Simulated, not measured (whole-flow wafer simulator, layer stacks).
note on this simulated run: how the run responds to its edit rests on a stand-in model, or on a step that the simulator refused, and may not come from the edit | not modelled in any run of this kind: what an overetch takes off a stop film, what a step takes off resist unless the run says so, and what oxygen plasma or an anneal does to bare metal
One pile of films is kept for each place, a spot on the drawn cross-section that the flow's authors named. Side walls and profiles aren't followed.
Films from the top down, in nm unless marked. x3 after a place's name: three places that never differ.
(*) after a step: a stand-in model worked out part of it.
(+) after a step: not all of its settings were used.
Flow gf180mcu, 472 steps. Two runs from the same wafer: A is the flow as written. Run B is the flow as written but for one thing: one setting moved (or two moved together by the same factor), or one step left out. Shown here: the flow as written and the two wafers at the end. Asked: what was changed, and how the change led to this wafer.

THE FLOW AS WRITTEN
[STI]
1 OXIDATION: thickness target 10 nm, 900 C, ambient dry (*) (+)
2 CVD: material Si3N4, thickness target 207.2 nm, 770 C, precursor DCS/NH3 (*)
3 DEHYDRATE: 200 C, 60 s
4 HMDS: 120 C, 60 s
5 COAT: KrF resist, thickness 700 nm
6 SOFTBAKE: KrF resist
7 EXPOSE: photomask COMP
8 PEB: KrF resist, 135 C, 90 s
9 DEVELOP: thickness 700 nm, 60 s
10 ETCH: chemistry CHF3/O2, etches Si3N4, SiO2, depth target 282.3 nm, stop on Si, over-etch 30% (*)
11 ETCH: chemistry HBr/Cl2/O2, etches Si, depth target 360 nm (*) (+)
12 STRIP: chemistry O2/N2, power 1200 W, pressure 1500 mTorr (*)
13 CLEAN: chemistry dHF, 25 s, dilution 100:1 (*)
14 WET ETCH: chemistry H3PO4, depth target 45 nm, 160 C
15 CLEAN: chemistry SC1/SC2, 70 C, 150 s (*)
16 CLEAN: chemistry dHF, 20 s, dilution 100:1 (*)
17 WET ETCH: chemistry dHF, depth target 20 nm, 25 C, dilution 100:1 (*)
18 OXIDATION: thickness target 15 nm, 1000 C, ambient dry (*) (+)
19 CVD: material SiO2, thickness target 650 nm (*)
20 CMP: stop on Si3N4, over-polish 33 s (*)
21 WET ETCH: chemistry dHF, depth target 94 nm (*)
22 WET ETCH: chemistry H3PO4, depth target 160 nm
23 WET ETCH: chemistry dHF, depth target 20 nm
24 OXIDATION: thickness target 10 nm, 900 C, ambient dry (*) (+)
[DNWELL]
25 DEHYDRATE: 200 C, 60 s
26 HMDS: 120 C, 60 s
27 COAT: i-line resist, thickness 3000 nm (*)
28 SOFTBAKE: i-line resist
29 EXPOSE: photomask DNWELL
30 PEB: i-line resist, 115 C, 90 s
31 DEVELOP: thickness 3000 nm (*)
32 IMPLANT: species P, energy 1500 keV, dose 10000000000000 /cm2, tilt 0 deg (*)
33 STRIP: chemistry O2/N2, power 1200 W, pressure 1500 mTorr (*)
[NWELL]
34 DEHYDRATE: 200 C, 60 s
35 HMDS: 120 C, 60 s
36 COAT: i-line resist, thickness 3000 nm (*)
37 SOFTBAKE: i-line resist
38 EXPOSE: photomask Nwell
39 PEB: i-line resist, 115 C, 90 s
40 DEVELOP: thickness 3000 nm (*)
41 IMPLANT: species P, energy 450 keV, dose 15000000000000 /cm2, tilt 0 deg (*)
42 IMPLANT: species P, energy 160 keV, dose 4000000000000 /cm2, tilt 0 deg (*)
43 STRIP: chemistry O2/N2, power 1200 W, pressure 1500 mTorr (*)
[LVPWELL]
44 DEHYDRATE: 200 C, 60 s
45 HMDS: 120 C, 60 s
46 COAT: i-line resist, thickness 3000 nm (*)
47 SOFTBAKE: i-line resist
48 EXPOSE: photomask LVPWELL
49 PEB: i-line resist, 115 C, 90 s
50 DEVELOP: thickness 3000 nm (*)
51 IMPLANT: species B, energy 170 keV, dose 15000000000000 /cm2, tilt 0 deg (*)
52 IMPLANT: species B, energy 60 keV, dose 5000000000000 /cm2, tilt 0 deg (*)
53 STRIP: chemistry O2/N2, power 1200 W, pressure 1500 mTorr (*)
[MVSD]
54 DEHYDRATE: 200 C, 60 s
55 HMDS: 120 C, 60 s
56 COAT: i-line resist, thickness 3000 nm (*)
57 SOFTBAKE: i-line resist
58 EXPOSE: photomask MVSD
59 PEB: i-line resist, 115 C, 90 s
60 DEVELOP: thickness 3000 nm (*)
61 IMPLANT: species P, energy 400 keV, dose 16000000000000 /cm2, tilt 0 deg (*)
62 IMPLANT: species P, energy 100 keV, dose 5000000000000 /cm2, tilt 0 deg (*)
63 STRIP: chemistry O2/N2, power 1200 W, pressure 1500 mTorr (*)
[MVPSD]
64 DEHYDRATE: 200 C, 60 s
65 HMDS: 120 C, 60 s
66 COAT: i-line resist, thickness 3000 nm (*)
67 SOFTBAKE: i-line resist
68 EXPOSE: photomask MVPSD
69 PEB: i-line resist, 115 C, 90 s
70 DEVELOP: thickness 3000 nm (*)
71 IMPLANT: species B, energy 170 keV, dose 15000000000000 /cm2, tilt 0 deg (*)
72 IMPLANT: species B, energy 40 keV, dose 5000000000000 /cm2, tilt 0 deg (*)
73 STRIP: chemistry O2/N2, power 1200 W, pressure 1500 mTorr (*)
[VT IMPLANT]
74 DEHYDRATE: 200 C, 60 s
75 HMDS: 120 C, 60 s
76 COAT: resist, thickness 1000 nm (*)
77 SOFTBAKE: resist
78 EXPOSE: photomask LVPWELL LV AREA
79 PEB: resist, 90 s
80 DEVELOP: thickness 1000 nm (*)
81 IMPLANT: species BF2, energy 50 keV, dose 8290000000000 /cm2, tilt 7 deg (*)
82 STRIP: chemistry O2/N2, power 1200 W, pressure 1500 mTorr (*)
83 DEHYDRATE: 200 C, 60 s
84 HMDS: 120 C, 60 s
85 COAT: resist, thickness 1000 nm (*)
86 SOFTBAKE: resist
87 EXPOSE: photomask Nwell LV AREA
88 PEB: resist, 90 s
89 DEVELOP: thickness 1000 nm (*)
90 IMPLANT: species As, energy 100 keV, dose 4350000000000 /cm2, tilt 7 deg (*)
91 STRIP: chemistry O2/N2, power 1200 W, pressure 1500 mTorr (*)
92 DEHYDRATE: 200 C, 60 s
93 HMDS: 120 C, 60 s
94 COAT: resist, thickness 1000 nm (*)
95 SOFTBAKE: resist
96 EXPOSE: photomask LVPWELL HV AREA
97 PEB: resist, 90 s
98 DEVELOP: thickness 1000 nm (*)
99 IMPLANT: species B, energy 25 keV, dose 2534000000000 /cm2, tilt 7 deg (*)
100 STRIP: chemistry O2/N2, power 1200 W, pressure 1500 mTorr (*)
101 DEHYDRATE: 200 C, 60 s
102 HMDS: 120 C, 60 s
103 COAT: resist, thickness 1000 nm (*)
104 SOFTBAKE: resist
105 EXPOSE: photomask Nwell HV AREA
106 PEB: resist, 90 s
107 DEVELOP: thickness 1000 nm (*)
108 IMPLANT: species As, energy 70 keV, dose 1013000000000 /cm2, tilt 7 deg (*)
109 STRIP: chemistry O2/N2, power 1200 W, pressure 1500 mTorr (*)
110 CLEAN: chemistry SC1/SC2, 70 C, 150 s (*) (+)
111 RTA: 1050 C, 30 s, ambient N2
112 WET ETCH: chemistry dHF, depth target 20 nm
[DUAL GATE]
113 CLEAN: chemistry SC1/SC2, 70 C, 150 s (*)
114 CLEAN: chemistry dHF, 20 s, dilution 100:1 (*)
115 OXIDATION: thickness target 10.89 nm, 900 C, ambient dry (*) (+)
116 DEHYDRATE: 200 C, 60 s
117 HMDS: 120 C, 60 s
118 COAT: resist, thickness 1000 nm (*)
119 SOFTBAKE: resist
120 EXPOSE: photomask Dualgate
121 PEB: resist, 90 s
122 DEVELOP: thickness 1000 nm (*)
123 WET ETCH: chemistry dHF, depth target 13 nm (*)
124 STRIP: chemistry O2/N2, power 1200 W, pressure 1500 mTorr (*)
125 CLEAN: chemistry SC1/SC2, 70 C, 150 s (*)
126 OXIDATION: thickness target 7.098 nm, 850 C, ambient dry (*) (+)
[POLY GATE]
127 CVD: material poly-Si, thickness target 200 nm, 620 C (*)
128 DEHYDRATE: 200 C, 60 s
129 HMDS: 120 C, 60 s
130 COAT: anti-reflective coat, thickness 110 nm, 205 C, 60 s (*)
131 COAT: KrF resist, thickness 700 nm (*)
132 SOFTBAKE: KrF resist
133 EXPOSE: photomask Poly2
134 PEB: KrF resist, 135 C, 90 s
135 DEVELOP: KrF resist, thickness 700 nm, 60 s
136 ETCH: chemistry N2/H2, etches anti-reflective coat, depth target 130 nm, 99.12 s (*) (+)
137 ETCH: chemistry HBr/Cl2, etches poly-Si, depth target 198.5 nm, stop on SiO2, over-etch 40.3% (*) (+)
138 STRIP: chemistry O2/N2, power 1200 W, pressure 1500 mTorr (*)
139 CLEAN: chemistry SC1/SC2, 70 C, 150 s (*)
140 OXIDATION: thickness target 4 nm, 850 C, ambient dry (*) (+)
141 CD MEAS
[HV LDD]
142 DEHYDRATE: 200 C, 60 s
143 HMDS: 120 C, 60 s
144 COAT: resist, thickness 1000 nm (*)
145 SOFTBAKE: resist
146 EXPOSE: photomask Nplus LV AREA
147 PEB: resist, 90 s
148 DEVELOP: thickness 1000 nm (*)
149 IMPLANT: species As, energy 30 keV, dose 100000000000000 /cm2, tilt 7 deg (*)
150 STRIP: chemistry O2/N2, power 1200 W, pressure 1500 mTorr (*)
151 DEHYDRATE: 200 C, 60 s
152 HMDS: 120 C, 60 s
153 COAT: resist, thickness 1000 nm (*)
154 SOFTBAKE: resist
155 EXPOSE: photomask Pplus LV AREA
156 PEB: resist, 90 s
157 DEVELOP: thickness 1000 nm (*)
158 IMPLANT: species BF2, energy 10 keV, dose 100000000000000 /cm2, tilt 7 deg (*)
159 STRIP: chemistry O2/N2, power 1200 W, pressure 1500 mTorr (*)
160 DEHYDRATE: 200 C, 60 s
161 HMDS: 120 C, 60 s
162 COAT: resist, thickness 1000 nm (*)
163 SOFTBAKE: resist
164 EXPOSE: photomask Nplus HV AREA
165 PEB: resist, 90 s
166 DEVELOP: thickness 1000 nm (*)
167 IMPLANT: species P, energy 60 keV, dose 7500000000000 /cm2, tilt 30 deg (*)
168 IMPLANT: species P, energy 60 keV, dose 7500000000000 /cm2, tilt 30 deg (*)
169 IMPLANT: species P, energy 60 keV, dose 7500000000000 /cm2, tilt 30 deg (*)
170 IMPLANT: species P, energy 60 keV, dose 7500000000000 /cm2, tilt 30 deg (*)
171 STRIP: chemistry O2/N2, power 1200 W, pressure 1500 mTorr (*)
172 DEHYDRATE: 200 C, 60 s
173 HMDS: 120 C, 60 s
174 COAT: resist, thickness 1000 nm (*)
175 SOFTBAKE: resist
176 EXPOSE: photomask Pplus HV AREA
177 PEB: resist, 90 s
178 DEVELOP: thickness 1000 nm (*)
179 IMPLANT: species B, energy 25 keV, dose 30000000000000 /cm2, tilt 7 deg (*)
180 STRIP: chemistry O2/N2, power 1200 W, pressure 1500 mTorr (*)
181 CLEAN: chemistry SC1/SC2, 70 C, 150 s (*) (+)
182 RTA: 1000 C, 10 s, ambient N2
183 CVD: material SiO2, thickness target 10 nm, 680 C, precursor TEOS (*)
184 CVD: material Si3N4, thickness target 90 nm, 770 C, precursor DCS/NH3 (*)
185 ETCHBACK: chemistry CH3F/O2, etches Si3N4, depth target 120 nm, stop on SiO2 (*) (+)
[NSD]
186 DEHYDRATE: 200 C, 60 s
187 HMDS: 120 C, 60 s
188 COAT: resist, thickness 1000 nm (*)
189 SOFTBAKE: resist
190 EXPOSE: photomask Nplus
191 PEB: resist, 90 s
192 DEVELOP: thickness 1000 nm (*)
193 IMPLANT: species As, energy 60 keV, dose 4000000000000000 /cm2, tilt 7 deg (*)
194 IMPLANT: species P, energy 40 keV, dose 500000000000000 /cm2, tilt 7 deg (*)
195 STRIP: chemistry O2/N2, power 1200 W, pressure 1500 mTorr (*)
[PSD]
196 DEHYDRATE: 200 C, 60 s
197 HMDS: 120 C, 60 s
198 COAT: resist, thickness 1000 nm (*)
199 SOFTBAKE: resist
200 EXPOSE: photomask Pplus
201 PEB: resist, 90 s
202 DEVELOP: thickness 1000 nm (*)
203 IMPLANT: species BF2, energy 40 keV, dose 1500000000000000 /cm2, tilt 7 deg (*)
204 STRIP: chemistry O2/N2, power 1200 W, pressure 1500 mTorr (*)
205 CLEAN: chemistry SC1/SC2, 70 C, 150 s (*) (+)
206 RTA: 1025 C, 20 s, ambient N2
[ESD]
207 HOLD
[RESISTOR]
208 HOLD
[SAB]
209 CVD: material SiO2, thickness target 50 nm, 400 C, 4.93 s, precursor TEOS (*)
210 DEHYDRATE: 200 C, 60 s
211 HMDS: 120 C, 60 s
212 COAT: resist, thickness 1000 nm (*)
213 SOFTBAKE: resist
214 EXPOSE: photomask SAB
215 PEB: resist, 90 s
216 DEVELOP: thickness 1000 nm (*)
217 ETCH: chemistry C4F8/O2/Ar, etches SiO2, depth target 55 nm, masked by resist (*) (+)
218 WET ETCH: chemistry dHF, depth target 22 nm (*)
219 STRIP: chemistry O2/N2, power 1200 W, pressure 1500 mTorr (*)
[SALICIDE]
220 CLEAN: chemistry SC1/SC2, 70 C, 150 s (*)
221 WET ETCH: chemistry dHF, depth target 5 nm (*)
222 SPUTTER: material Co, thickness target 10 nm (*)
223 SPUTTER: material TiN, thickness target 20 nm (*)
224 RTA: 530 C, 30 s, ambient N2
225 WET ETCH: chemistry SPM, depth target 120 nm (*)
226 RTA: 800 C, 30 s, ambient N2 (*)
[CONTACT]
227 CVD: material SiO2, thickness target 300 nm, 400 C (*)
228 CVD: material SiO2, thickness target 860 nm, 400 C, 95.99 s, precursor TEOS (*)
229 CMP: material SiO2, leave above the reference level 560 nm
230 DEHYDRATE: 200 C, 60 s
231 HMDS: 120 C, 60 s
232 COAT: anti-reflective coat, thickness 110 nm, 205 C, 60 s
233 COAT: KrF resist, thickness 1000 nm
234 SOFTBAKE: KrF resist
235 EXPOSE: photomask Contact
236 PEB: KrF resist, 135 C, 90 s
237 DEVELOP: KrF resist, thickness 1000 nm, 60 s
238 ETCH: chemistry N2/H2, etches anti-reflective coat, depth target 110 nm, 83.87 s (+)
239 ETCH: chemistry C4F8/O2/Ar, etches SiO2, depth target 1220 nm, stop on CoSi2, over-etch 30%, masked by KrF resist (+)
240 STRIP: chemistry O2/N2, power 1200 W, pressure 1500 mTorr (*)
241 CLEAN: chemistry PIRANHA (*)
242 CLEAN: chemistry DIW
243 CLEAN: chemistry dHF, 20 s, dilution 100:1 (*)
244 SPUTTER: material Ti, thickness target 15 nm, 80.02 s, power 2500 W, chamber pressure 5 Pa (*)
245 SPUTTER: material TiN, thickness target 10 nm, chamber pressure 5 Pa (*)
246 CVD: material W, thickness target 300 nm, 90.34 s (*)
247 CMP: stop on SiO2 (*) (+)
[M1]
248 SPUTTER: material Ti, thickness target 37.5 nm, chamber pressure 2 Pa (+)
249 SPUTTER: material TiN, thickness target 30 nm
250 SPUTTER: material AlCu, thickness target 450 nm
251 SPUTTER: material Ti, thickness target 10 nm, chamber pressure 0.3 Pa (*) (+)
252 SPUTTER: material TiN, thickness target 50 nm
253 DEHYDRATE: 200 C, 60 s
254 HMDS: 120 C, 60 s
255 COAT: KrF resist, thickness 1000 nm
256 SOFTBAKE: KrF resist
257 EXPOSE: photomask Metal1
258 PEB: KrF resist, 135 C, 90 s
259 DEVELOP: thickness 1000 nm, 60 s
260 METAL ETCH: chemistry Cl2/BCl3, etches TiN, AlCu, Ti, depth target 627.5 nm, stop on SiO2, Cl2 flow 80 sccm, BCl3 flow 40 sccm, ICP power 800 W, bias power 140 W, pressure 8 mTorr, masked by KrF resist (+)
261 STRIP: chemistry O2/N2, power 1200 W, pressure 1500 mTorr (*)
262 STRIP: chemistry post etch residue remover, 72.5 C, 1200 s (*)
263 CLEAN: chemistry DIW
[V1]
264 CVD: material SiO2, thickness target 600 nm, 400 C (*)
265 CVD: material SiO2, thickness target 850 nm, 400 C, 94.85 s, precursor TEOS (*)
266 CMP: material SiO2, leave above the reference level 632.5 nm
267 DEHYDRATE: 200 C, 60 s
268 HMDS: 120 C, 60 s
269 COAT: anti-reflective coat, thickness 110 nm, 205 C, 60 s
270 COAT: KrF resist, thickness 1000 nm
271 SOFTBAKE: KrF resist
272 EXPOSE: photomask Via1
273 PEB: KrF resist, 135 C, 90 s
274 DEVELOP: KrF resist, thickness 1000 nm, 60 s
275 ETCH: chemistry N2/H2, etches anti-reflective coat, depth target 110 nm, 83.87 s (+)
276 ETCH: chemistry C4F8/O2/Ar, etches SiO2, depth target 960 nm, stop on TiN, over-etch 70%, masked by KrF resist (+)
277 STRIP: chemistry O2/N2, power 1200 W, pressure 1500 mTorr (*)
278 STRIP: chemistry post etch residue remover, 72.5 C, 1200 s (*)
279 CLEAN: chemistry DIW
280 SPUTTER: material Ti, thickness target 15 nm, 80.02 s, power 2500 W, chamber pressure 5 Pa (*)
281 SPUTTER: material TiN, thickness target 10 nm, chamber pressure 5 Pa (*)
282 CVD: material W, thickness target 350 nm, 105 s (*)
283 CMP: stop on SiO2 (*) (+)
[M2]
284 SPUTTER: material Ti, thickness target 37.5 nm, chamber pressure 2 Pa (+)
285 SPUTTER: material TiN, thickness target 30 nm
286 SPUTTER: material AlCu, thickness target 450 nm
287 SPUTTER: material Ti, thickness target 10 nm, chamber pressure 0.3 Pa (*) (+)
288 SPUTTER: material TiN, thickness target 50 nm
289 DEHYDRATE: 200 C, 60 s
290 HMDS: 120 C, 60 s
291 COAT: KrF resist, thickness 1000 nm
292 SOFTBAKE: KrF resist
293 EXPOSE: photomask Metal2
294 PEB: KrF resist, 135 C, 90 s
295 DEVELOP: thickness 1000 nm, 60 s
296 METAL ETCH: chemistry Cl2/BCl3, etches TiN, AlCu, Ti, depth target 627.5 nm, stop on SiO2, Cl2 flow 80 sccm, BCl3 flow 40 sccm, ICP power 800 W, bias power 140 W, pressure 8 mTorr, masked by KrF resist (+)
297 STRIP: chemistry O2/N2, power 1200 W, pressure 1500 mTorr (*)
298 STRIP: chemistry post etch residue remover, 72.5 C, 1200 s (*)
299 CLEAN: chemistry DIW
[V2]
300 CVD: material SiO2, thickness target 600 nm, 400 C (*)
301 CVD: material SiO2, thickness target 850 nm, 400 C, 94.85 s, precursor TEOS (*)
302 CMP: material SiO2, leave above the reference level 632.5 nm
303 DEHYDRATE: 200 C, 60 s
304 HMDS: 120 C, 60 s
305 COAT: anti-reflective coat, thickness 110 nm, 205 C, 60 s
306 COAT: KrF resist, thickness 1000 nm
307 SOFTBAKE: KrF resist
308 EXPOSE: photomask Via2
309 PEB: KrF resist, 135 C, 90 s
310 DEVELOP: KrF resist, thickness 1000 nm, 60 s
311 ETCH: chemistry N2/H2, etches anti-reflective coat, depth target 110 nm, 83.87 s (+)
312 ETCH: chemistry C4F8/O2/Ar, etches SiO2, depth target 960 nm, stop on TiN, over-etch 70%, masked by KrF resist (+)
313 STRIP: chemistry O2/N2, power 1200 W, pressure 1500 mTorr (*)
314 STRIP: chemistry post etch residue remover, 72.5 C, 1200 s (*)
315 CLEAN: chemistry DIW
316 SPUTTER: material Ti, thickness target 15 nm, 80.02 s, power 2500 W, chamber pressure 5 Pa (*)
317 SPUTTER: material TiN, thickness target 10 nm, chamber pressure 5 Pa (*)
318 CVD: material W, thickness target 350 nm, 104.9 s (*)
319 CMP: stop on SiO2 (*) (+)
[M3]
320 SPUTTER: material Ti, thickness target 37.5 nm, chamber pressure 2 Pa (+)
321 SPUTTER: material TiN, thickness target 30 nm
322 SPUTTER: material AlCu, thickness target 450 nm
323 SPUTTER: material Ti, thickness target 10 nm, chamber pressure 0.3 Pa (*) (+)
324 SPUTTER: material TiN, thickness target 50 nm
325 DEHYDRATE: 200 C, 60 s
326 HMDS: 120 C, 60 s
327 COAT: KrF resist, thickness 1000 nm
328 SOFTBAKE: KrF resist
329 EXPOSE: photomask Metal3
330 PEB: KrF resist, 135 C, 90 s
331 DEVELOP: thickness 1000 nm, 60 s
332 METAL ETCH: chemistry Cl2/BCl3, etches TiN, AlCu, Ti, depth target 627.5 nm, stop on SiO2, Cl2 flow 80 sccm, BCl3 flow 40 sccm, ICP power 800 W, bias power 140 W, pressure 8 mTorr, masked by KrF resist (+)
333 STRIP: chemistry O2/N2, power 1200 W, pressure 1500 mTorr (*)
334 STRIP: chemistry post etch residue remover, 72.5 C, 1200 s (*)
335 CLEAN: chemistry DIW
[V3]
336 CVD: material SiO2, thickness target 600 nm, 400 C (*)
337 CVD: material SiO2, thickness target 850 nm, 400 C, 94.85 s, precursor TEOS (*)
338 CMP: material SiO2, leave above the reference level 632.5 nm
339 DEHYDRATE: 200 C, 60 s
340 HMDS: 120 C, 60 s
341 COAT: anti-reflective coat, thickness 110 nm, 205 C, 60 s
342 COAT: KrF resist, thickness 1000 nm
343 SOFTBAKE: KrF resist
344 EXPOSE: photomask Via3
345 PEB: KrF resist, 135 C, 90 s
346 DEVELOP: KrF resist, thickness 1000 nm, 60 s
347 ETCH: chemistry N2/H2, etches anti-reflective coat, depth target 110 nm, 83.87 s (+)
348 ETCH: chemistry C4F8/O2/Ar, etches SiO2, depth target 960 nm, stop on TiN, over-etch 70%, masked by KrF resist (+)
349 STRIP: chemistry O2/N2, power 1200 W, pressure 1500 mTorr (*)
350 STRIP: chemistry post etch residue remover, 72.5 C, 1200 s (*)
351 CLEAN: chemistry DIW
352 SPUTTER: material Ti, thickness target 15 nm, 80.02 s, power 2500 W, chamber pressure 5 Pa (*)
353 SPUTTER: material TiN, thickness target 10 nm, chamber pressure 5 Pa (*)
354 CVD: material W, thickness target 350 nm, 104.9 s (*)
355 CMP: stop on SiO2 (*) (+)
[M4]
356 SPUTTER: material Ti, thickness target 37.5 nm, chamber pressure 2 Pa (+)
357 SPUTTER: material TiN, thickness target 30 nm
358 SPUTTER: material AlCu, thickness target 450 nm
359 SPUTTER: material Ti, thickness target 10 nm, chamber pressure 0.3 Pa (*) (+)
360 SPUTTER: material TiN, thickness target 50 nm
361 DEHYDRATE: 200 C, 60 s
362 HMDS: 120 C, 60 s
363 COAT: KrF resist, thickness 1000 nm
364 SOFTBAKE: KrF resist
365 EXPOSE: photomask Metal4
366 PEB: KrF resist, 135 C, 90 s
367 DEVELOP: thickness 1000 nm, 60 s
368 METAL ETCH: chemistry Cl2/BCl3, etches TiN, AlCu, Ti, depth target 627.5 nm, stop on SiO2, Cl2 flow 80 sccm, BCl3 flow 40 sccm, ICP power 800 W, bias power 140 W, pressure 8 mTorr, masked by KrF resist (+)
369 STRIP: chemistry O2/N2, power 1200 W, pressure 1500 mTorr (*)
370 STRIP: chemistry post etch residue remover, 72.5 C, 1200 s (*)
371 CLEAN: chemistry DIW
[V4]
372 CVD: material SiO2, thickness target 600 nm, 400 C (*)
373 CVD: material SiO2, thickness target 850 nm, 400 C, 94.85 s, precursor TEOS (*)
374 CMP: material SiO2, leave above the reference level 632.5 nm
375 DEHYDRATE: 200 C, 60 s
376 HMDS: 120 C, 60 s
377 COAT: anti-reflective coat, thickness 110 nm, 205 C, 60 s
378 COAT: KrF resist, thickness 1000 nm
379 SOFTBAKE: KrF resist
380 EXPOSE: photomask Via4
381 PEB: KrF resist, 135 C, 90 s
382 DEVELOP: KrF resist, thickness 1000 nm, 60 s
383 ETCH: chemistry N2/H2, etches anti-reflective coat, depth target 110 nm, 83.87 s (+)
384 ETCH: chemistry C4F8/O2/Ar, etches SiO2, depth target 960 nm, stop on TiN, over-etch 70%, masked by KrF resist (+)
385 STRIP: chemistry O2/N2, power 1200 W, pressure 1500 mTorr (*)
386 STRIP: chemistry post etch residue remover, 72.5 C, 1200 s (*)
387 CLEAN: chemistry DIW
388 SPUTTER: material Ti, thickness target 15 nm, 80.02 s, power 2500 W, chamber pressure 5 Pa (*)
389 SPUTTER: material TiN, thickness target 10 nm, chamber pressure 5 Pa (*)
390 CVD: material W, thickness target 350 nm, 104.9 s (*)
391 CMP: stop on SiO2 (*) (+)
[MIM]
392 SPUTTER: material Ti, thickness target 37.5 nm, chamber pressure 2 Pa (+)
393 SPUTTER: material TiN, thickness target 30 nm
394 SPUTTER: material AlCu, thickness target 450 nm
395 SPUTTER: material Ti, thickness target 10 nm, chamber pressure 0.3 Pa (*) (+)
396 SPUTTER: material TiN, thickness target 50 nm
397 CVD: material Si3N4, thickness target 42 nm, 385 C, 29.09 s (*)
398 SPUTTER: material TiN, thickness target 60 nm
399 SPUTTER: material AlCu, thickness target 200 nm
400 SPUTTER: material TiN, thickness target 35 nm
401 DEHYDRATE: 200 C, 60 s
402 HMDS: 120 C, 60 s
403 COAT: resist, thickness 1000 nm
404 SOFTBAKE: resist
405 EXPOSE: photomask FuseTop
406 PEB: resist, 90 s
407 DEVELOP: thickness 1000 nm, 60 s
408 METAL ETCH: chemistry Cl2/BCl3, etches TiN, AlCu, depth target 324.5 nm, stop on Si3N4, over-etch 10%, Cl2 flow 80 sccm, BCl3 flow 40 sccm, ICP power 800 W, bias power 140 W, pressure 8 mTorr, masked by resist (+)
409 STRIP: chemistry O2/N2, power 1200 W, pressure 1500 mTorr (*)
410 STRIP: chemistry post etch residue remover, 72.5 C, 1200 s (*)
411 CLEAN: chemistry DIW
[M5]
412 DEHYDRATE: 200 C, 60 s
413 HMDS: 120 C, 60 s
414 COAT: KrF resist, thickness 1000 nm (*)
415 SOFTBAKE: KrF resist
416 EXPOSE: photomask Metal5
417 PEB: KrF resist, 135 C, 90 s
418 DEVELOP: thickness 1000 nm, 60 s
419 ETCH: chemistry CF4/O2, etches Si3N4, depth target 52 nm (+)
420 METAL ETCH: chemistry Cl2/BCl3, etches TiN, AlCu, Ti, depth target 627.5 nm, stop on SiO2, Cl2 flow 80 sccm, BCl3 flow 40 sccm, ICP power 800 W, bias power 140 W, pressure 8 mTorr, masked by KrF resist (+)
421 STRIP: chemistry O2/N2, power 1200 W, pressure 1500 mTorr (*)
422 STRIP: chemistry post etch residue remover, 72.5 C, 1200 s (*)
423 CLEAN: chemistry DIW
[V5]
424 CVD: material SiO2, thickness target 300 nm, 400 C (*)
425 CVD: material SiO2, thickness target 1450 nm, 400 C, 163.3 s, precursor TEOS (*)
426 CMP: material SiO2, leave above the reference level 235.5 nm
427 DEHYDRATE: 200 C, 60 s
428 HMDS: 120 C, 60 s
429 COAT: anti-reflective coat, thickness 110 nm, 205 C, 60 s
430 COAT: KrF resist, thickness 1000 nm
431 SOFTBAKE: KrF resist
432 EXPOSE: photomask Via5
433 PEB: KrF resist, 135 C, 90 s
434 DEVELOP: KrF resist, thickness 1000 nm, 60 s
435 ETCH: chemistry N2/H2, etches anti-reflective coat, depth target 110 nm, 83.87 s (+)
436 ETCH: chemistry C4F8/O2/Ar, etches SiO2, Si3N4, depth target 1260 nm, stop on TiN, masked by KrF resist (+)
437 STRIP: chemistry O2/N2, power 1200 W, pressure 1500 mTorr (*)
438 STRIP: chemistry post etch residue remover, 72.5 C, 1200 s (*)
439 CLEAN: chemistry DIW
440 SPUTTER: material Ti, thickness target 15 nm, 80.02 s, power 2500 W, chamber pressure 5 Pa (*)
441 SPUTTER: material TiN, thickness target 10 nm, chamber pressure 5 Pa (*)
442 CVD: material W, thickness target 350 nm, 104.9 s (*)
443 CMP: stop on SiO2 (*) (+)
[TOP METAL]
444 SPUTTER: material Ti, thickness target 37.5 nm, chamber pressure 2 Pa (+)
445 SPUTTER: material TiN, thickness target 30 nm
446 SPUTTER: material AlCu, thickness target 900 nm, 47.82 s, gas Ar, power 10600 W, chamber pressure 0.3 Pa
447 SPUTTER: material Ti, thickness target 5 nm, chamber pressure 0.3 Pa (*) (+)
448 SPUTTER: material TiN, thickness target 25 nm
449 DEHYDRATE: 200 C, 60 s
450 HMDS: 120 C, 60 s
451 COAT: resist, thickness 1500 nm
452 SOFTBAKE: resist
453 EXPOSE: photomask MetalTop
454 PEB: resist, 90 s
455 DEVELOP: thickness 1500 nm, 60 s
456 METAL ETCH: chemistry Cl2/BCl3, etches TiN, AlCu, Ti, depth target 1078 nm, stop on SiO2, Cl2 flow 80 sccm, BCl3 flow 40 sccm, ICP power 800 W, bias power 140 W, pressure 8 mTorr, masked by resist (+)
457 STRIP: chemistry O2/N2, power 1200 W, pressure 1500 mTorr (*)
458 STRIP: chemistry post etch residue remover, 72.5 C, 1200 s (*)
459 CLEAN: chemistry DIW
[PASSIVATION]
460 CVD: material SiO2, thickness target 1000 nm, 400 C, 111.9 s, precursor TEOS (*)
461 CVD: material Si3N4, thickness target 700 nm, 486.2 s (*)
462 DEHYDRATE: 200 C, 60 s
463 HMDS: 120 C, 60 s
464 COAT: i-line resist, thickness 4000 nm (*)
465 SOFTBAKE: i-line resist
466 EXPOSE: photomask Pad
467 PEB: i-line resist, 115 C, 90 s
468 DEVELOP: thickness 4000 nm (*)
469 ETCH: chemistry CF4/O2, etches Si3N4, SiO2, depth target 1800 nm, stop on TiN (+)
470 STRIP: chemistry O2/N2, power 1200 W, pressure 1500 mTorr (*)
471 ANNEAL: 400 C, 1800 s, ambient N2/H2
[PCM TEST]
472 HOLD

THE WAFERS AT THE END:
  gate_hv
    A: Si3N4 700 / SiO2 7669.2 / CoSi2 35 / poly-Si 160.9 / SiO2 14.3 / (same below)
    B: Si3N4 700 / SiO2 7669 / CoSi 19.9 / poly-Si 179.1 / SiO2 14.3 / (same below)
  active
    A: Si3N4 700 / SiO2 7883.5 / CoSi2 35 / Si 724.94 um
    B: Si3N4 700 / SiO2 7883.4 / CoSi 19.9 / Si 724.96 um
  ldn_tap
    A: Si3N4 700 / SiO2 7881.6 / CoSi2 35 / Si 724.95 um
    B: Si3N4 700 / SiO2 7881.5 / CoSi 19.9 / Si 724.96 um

The cause: step 226, RTA: 800 C, 30 s, ambient N2 (*), was left out.

How the change led to this, step by step:
  (no step that both runs have acts differently by more than 2% or 0.5 nm, whichever is larger)
